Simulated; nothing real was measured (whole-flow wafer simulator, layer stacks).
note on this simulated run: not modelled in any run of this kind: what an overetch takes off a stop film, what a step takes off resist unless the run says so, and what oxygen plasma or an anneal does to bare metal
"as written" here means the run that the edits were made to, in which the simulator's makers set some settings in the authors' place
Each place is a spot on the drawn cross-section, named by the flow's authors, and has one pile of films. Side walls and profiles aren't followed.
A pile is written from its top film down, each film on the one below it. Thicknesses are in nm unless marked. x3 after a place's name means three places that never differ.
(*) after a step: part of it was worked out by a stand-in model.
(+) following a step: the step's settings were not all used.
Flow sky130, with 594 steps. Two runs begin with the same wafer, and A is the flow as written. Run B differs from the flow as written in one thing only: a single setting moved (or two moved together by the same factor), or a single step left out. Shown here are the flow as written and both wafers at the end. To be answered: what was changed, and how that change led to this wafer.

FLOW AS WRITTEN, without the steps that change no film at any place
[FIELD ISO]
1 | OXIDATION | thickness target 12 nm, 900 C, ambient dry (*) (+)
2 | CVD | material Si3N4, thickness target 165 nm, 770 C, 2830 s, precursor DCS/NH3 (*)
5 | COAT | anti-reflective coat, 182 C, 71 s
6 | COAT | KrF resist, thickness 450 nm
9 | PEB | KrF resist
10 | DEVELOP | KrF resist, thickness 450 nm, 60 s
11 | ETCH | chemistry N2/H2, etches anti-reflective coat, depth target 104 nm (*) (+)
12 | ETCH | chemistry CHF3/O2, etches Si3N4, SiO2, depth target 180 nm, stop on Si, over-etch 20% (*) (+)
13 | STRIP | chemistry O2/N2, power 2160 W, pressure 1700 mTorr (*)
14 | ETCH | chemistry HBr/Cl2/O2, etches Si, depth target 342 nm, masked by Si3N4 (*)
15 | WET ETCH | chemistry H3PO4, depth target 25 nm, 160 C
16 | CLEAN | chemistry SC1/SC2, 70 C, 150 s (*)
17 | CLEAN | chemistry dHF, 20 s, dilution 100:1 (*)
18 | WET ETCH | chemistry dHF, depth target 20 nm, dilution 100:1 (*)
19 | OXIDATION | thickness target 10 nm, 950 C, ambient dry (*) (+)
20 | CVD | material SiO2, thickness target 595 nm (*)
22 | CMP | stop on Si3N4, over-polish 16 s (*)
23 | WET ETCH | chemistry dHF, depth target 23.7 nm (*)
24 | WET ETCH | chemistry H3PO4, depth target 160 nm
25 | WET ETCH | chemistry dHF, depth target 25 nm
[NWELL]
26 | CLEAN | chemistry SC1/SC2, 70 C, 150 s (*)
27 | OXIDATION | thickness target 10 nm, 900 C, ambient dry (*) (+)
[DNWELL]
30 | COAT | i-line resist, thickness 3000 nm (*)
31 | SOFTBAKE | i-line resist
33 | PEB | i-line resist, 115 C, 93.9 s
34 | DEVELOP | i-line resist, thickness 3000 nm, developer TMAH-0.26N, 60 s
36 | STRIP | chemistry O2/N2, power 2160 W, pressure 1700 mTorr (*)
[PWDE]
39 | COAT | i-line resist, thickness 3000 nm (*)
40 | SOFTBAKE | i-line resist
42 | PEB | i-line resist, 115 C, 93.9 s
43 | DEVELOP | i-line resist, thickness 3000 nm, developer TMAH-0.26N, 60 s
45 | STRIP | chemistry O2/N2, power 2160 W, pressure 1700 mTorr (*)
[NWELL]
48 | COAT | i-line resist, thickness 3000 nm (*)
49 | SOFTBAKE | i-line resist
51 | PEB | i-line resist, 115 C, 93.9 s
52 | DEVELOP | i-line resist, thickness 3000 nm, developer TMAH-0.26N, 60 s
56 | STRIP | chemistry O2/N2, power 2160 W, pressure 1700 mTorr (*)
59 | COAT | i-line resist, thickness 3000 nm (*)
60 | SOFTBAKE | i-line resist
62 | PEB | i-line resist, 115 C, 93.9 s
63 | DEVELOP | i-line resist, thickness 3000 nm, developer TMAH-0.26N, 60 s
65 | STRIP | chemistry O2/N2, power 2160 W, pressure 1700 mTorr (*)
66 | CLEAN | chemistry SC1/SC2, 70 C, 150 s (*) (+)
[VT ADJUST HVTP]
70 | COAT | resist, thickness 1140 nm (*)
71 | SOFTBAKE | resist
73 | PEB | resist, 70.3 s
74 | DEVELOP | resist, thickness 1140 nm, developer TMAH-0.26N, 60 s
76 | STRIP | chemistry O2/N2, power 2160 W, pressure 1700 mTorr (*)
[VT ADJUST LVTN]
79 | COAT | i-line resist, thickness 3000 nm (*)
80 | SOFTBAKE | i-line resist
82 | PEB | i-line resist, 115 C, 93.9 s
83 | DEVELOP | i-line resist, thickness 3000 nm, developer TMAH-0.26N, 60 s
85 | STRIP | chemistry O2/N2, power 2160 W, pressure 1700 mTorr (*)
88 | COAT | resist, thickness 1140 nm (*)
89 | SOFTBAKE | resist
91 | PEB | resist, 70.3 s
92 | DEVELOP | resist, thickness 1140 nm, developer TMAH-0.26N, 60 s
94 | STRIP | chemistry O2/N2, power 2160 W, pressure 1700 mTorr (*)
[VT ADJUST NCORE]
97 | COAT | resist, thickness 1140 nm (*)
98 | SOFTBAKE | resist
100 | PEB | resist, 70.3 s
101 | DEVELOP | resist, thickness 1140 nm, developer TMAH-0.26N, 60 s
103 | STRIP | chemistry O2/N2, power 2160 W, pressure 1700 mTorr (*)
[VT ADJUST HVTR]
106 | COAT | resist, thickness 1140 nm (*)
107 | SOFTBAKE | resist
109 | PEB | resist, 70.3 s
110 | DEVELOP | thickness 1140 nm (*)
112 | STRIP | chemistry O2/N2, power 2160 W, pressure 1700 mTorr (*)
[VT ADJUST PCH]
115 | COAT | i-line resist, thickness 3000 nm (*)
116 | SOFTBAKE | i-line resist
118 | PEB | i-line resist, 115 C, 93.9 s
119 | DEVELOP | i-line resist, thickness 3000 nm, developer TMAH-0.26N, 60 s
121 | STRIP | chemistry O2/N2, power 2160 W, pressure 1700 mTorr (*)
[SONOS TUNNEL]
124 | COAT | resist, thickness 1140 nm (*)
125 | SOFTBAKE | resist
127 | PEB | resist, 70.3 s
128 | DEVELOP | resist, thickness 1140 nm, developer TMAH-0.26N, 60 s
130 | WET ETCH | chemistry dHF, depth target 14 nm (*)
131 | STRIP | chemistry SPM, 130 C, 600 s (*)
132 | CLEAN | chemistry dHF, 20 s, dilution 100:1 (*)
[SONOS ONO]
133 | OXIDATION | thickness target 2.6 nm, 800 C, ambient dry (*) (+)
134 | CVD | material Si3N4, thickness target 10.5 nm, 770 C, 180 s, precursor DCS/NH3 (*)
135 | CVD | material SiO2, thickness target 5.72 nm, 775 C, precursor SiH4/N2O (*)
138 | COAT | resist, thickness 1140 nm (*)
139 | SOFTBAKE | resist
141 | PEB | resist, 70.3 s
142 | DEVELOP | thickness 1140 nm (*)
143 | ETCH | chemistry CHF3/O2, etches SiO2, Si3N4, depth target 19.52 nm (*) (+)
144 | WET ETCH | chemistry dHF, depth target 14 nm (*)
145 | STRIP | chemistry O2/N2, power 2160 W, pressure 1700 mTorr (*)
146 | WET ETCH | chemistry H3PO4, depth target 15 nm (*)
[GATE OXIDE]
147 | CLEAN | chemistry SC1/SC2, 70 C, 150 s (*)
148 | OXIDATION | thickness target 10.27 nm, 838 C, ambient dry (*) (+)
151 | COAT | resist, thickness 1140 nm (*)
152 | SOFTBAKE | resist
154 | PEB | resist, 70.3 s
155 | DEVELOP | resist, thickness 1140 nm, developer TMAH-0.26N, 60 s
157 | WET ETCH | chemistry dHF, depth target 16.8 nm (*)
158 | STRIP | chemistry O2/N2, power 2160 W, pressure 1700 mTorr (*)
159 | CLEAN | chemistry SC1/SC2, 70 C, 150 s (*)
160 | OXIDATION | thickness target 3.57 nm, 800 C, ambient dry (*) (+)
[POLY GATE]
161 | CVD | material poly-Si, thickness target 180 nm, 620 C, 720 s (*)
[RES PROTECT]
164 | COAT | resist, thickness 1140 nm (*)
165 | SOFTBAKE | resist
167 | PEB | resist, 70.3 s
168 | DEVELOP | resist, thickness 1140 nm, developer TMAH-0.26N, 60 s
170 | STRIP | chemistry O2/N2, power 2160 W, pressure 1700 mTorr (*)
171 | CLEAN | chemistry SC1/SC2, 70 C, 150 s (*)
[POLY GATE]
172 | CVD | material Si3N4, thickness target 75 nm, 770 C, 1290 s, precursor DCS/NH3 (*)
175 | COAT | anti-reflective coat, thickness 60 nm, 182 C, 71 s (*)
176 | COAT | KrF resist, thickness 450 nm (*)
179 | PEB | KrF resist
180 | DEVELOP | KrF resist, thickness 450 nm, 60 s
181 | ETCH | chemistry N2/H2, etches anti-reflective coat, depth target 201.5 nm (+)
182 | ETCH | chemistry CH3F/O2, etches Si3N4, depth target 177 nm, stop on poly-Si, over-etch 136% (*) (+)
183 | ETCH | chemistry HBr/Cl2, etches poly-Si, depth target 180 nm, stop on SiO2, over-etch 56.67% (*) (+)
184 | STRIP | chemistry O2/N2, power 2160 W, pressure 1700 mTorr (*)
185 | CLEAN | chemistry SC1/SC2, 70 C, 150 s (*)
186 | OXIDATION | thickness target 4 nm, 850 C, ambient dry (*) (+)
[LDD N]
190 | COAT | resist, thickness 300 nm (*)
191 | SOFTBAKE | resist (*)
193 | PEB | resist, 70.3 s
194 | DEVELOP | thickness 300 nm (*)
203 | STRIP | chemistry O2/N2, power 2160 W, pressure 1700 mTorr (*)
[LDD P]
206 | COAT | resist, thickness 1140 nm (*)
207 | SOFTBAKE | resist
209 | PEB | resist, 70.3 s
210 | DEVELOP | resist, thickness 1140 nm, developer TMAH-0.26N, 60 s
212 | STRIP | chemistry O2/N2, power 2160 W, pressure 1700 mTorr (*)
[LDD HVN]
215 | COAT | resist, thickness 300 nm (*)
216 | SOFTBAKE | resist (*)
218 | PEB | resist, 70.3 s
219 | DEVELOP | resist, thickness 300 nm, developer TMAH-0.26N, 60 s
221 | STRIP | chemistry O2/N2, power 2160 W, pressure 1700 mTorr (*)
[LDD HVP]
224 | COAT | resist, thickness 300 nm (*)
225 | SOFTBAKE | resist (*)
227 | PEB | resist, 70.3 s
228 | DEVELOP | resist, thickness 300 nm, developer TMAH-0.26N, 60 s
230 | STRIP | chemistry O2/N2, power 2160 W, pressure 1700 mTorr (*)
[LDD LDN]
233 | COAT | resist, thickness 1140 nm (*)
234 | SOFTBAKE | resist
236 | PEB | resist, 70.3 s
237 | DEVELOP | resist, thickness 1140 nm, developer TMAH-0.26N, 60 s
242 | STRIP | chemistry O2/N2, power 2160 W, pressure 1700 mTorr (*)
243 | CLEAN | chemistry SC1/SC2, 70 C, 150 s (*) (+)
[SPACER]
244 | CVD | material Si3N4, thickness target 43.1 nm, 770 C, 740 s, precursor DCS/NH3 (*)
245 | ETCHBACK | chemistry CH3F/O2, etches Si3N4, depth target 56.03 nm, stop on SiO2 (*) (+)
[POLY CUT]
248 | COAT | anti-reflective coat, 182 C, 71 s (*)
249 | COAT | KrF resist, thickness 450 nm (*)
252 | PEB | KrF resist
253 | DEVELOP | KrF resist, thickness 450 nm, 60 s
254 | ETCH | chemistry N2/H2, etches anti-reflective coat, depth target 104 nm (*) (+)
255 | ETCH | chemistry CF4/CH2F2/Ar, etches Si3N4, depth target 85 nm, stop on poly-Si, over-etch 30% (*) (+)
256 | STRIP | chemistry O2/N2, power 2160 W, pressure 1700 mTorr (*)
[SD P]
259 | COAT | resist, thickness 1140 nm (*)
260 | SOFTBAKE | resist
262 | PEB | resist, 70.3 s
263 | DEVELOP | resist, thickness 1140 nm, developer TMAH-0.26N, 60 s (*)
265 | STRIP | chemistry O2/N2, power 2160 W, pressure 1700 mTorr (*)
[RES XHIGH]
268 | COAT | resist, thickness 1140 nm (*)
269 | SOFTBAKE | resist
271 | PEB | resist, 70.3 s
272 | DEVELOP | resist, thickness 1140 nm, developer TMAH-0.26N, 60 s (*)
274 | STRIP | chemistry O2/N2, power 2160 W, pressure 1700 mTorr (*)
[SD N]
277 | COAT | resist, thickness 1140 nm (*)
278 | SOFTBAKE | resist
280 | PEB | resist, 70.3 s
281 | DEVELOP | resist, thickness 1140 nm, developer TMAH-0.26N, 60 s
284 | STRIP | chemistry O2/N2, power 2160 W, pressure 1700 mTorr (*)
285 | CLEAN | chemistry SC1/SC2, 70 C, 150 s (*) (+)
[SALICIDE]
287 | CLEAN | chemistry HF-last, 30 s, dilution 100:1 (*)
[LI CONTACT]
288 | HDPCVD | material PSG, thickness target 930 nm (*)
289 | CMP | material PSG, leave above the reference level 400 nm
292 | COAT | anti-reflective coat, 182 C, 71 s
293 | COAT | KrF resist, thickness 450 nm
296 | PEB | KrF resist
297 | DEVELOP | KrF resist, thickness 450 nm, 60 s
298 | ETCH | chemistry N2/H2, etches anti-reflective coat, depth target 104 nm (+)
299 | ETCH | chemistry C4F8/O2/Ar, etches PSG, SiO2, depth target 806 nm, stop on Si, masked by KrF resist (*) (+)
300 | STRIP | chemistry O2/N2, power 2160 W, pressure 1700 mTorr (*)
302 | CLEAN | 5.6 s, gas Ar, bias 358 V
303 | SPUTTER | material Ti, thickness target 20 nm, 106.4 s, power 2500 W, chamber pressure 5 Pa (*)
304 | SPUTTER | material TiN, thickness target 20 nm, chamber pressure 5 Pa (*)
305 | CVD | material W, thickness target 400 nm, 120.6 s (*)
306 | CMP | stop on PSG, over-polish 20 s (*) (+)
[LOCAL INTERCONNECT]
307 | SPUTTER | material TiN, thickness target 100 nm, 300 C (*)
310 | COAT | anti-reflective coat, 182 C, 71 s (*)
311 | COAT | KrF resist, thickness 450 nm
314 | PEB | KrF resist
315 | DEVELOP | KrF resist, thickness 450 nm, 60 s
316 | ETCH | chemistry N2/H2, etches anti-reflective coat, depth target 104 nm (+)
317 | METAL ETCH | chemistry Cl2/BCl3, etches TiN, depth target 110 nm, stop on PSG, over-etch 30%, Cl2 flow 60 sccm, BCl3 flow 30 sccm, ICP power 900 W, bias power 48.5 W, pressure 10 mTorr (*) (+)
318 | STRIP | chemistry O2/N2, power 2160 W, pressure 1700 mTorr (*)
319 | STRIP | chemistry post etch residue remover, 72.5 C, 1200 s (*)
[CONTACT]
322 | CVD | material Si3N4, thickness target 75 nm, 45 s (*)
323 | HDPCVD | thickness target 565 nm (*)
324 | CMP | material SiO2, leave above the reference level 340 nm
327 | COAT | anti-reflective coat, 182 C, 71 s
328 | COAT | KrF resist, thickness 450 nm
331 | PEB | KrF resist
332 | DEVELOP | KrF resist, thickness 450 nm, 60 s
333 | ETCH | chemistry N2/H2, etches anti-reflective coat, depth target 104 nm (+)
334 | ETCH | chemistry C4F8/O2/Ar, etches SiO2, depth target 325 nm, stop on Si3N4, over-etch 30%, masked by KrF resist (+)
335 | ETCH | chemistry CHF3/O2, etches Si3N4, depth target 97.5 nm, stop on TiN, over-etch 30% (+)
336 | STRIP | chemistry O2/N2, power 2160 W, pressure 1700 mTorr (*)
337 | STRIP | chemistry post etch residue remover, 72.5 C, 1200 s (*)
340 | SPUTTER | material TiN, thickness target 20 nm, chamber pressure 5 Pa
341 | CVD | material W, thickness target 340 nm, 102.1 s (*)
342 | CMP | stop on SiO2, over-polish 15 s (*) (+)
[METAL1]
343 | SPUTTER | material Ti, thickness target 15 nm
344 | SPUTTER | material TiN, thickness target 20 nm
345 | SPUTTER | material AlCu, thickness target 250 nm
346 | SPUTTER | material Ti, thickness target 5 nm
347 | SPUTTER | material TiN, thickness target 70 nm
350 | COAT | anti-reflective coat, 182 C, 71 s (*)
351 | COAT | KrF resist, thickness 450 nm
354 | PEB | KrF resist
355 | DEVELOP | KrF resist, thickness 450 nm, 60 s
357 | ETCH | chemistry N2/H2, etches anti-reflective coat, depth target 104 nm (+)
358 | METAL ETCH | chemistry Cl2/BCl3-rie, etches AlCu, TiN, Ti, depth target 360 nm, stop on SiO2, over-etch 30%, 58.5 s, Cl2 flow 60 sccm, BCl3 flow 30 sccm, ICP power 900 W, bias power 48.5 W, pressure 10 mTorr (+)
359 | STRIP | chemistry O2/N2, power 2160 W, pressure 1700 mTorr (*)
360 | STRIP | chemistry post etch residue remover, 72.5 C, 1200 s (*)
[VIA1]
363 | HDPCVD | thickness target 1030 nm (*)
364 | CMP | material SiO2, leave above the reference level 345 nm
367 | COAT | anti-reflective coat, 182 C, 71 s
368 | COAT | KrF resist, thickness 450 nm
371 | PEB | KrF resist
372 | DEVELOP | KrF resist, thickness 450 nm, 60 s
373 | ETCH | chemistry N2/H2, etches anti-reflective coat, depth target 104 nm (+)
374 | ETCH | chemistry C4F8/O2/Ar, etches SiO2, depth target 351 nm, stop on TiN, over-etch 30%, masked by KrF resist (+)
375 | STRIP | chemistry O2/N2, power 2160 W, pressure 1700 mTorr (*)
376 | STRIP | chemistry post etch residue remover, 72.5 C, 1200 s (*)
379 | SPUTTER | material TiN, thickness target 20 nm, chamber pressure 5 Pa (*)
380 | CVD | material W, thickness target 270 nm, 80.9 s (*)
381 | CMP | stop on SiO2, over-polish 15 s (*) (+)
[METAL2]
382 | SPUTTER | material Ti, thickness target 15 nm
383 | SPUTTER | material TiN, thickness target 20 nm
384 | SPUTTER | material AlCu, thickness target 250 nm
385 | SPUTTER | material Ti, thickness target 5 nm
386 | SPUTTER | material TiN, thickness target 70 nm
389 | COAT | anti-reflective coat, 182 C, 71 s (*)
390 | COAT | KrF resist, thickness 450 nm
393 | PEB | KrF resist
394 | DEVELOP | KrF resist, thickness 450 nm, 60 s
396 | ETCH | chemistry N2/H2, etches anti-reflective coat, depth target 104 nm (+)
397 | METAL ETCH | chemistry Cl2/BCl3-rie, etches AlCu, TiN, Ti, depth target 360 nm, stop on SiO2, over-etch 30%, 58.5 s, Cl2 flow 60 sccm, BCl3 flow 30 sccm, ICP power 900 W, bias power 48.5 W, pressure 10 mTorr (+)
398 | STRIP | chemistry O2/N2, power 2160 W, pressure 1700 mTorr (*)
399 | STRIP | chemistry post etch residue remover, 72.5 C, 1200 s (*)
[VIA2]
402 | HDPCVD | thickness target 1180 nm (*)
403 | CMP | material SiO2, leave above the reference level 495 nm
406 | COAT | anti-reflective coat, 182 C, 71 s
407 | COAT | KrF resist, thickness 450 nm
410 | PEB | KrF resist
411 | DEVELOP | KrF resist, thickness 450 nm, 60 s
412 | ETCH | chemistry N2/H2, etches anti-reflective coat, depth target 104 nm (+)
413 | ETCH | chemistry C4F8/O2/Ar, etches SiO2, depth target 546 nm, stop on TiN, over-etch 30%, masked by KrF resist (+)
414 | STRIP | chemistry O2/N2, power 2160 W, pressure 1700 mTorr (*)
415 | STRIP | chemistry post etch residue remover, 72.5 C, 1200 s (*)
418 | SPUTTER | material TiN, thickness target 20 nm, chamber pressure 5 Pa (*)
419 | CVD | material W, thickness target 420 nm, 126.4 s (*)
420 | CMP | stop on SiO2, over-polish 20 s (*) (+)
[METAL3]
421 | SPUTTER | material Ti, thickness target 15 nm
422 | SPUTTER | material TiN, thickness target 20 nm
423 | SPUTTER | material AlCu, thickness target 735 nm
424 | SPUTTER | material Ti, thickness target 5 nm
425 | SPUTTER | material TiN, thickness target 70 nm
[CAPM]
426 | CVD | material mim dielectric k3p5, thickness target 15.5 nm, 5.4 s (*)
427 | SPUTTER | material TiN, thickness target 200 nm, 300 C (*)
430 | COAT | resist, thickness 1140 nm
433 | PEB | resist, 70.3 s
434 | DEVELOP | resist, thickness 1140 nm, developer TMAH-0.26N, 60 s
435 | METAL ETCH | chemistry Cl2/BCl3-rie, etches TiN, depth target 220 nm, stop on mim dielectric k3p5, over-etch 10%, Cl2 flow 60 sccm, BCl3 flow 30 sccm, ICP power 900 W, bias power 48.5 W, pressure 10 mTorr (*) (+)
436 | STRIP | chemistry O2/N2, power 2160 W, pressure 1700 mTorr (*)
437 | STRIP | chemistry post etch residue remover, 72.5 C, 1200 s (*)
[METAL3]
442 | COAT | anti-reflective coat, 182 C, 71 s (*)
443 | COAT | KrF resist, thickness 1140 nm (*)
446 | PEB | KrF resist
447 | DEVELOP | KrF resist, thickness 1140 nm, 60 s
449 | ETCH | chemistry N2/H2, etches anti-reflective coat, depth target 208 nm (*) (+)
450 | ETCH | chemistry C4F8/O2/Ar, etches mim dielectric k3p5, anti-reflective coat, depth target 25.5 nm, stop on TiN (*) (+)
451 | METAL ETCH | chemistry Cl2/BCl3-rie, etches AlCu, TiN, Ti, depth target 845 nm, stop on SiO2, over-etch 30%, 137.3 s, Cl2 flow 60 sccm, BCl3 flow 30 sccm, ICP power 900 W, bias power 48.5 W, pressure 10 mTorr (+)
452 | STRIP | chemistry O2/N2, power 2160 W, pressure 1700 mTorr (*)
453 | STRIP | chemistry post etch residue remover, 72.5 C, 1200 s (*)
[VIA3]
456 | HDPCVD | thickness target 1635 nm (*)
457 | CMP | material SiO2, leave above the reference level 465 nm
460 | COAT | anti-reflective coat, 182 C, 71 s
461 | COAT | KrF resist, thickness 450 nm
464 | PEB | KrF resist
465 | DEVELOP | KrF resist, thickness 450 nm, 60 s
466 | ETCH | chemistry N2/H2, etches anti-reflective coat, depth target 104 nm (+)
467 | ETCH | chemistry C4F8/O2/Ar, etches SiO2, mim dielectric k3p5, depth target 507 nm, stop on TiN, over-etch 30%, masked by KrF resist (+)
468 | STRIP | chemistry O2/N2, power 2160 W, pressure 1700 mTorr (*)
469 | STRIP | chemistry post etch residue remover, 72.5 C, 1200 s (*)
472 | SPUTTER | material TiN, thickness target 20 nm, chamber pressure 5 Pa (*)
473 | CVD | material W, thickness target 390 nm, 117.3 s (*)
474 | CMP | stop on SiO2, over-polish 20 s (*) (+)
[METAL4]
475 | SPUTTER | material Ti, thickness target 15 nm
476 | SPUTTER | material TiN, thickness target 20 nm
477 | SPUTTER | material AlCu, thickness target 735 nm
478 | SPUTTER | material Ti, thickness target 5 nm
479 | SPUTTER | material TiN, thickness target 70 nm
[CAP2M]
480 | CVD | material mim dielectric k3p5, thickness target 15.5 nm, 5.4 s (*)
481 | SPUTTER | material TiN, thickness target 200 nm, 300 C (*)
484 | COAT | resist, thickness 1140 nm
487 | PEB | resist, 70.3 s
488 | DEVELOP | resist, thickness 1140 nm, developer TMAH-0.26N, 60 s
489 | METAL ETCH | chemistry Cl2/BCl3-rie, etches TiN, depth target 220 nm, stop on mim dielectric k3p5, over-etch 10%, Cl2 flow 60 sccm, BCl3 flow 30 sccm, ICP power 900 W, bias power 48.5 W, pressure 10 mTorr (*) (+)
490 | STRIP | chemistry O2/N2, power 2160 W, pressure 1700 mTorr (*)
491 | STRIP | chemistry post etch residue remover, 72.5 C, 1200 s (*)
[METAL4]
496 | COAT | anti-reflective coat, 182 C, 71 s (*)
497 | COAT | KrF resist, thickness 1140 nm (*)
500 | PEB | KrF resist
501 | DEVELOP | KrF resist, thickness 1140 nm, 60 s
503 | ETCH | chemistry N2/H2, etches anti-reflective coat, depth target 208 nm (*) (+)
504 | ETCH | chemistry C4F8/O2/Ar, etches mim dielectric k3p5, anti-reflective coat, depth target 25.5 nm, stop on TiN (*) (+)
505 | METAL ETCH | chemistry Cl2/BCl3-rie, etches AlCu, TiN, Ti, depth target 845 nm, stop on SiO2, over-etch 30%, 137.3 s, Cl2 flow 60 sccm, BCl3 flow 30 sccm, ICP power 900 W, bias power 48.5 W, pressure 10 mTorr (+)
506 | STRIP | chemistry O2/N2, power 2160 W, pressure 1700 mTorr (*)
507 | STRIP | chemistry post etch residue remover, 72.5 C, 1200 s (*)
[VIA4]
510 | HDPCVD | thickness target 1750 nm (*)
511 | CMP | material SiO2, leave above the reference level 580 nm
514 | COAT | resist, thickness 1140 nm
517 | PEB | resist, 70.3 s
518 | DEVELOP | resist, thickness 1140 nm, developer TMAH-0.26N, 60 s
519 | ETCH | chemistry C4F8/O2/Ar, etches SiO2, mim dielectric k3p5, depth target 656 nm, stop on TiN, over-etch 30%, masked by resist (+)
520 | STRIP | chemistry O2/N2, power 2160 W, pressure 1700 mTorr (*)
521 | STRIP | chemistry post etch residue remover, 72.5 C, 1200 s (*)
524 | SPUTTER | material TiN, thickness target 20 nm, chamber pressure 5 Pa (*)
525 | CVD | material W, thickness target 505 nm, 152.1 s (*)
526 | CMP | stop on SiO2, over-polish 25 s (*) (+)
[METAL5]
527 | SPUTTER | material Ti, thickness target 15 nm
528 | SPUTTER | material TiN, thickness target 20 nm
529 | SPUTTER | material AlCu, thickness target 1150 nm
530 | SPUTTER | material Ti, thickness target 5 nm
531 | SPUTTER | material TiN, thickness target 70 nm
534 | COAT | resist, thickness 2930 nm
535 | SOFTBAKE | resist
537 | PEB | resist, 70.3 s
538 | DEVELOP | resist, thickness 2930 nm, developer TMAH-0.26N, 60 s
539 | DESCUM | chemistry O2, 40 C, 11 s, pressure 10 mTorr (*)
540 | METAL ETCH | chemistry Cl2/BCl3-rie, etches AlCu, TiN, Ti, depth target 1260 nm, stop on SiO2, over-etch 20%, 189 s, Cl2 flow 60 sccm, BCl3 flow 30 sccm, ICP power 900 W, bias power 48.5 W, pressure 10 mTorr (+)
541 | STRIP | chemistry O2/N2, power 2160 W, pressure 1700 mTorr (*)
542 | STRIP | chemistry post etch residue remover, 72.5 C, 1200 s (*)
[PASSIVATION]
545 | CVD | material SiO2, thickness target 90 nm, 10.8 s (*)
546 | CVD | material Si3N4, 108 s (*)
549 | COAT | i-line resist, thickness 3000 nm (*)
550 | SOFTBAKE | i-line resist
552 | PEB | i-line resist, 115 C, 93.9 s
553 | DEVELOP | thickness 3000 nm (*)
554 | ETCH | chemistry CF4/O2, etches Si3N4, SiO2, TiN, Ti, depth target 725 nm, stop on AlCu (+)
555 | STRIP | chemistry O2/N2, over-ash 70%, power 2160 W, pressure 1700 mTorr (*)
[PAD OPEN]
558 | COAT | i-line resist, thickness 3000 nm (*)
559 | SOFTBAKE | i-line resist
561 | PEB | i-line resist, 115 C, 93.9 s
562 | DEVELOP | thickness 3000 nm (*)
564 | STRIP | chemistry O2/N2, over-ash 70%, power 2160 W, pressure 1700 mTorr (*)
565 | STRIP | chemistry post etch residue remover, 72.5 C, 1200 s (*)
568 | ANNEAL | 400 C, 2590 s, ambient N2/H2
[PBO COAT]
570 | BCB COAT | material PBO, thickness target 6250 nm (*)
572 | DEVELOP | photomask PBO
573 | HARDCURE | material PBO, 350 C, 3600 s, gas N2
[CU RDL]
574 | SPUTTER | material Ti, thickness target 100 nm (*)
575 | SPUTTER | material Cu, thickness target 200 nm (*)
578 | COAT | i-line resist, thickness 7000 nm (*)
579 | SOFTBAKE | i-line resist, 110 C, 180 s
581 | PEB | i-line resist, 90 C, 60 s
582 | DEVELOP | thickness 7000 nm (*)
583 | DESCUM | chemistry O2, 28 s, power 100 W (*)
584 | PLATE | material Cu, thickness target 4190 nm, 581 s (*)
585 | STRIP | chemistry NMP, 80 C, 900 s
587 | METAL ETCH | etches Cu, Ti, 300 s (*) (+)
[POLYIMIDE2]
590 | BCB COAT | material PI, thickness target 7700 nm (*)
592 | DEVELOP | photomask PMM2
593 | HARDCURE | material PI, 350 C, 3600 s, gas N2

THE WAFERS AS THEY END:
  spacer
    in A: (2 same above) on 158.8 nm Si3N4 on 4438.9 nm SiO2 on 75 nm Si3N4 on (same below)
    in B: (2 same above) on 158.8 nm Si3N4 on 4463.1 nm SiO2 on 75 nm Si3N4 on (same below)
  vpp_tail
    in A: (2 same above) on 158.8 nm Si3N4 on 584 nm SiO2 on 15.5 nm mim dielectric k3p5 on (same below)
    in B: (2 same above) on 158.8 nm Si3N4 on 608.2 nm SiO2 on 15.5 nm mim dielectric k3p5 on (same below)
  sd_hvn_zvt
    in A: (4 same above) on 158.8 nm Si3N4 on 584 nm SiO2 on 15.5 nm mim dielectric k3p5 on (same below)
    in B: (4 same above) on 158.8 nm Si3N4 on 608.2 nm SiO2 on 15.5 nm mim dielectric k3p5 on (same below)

What caused this: step 540, METAL ETCH: depth target 1058 nm was run, while the flow as written has depth target 1260 nm; step 540, METAL ETCH: 159 s was run, where the flow has 189 s.

Step by step, how the change led to this:
  540 | METAL ETCH | chemistry Cl2/BCl3-rie, etches AlCu, TiN, Ti, depth target 1260 nm, stop on SiO2, over-etch 20%, 189 s, Cl2 flow 60 sccm, BCl3 flow 30 sccm, ICP power 900 W, bias power 48.5 W, pressure 10 mTorr (+)
      field, active, gate and 175 more: A -70 TiN (all of it), -5 Ti (all of it), -1150 AlCu (all of it), -20 TiN (all of it), -15 Ti (all of it), -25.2 SiO2 | B -70 TiN (all of it), -5 Ti (all of it), -1150 AlCu (all of it), -20 TiN (all of it), -15 Ti (all of it), -1.01 SiO2
      n_well, p_well, sd_n and 12 more: A -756 resist | B -635 resist
  541 | STRIP | chemistry O2/N2, power 2160 W, pressure 1700 mTorr (*)
      n_well, p_well, sd_n and 7 more: A -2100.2 resist (all of it) | B -2221.2 resist (all of it)
      ndiff_licon_rim, ndiff_licon: A -2100.2 resist (all of it) | B -2221.1 resist (all of it)
      (also at 3 further places)
  550 | SOFTBAKE | i-line resist
      gate: A -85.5 i-line resist | B -82.9 i-line resist
      spacer: A -97.5 i-line resist | B -94.5 i-line resist
      (also at 50 further places)
  559 | SOFTBAKE | i-line resist
      gate: A -85.5 i-line resist | B -82.9 i-line resist
      gate_hv: A +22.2 i-line resist | B +21.5 i-line resist
      (also at 53 further places)
  578 | COAT | i-line resist, thickness 7000 nm (*)
      pad: A +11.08 um i-line resist (new film) | B +11.11 um i-line resist (new film)
  579 | SOFTBAKE | i-line resist, 110 C, 180 s
      m5_stack_ln: A -30 i-line resist | B -29.3 i-line resist
  582 | DEVELOP | thickness 7000 nm (*)
      pad: A -11.08 um i-line resist (all of it) | B -11.11 um i-line resist (all of it)
